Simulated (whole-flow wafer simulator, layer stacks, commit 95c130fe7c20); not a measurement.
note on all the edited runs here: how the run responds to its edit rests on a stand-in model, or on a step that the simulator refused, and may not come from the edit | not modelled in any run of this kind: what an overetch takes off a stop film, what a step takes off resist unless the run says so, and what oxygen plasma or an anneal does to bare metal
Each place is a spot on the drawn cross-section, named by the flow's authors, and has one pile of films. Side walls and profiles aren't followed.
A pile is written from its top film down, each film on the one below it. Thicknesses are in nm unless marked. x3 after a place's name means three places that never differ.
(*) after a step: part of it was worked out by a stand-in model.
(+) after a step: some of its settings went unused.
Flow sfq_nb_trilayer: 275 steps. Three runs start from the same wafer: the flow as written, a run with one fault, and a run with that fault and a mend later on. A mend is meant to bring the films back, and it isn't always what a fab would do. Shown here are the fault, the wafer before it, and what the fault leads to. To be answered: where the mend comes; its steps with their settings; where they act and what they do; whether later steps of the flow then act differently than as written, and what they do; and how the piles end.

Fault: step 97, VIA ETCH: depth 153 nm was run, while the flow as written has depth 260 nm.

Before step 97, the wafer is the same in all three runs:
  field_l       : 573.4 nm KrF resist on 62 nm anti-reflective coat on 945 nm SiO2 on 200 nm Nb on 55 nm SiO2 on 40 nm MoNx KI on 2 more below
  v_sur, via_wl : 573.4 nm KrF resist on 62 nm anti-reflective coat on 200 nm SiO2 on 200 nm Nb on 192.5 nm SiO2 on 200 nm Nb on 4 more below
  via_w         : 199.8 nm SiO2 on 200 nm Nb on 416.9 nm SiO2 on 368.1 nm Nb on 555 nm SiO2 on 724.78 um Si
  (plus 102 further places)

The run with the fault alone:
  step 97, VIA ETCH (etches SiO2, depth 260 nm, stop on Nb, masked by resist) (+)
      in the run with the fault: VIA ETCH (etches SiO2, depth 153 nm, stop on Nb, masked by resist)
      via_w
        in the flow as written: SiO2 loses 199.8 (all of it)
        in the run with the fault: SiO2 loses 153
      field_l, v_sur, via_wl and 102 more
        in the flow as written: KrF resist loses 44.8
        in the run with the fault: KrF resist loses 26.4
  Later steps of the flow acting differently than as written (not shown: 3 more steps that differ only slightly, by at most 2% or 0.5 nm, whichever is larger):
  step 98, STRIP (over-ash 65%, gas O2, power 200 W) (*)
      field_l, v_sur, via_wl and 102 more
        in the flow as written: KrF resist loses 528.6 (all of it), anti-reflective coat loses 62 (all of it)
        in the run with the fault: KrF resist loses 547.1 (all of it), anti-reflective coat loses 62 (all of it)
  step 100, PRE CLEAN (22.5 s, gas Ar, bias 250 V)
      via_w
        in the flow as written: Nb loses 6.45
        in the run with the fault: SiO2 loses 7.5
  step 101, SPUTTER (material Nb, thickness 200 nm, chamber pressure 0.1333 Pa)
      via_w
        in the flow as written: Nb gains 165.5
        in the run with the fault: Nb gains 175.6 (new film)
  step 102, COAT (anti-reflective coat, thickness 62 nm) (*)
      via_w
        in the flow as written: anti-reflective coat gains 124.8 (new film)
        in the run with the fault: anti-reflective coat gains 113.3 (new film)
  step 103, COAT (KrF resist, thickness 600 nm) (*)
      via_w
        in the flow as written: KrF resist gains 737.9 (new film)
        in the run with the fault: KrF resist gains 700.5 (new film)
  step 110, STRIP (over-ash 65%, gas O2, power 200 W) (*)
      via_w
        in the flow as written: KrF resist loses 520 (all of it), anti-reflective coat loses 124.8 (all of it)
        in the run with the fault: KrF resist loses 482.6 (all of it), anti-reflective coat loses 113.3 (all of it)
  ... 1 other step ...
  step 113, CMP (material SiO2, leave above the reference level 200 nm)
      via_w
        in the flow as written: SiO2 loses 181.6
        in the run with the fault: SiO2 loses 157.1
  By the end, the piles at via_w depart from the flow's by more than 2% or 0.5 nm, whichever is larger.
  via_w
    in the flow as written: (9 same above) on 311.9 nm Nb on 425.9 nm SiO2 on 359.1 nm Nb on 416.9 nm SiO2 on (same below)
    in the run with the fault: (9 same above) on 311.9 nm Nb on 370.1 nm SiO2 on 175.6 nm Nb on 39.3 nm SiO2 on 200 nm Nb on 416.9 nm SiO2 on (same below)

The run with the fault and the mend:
  After step 98 comes the mend.
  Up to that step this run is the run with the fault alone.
  step 98a, COAT (anti-reflective coat, thickness 62 nm) (*) (the flow's step 90, run once more)
      p4_fl x3, p4_w1 x9, p4_g1 x2 and 63 more
        anti-reflective coat gains 62 (new film)
      ce_r, sp_r, be_r and 12 more
        anti-reflective coat gains 61.8 (new film)
      gap, jj_sur, ce_l, c5j
        anti-reflective coat gains 61.7 (new film)
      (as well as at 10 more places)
  step 98b, COAT (KrF resist, thickness 650 nm) (*) (the flow's step 91, run once more)
      p4_fl x3, p4_w1 x9, p4_g1 x2 and 63 more
        KrF resist gains 650 (new film)
      field_r, lsp_l, ln_m5, lsp_m, ln_m6, lsp_r, l0_sur
        KrF resist gains 649.6 (new film)
      r_sur, res, r_end, moat, l0v
        KrF resist gains 649.5 (new film)
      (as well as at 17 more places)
  step 98c, SOFTBAKE (KrF resist) (the flow's step 92, run once more)
      alters no film at any place that is followed
  step 98d, EXPOSE (photomask I2, dose 11.91 mJ/cm2, NA 0.6, wavelength 248 nm) (*) (the flow's step 93, run once more)
      alters no film at any place that is followed
  step 98e, PEB (KrF resist, 90 s) (the flow's step 94, run once more)
      gap, jj_sur, ce_l and 93 more
        KrF resist loses 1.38
      via_v, wire, be, be_sur
        KrF resist loses 1.37
      field_l, v_sur, via_sp
        KrF resist loses 1.36
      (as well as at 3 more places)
  step 98f, DEVELOP (KrF resist, thickness 650 nm, 60 s) (the flow's step 95, run once more)
      field_l, v_sur, via_wl and 102 more
        KrF resist loses 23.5
      via_w
        KrF resist loses 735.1 (all of it)
  step 98g, VIA ETCH (etches anti-reflective coat, depth 125 nm, masked by resist) (+) (the flow's step 96, run once more)
      field_l, v_sur, via_wl and 102 more
        KrF resist loses 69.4
      via_w
        anti-reflective coat loses 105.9 (all of it), SiO2 loses 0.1
  step 98h, VIA ETCH (etches SiO2, depth 107 nm, stop on Nb, masked by resist) (+) (the flow's step 97, run once more with other settings)
      field_l, v_sur, via_wl and 102 more
        KrF resist loses 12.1
      via_w
        SiO2 loses 46.7 (all of it)
  step 98i, STRIP (over-ash 65%, gas O2, power 200 W) (*) (the flow's step 98, run once more)
      p4_fl x3, p4_w1 x9, p4_g1 x2 and 63 more
        KrF resist loses 543.6 (all of it), anti-reflective coat loses 62 (all of it)
      res, r_end, moat, field_r, lsp_l, l0_sur, l0v
        KrF resist loses 543.1 (all of it), anti-reflective coat loses 61.8 (all of it)
      ln_m5, lsp_m, ln_m6, lsp_r
        KrF resist loses 543.2 (all of it), anti-reflective coat loses 61.8 (all of it)
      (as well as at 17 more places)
  None of the later steps of the flow acts differently than as written at any place that is followed.
  At every place that both follow, the piles at the end match the flow's.
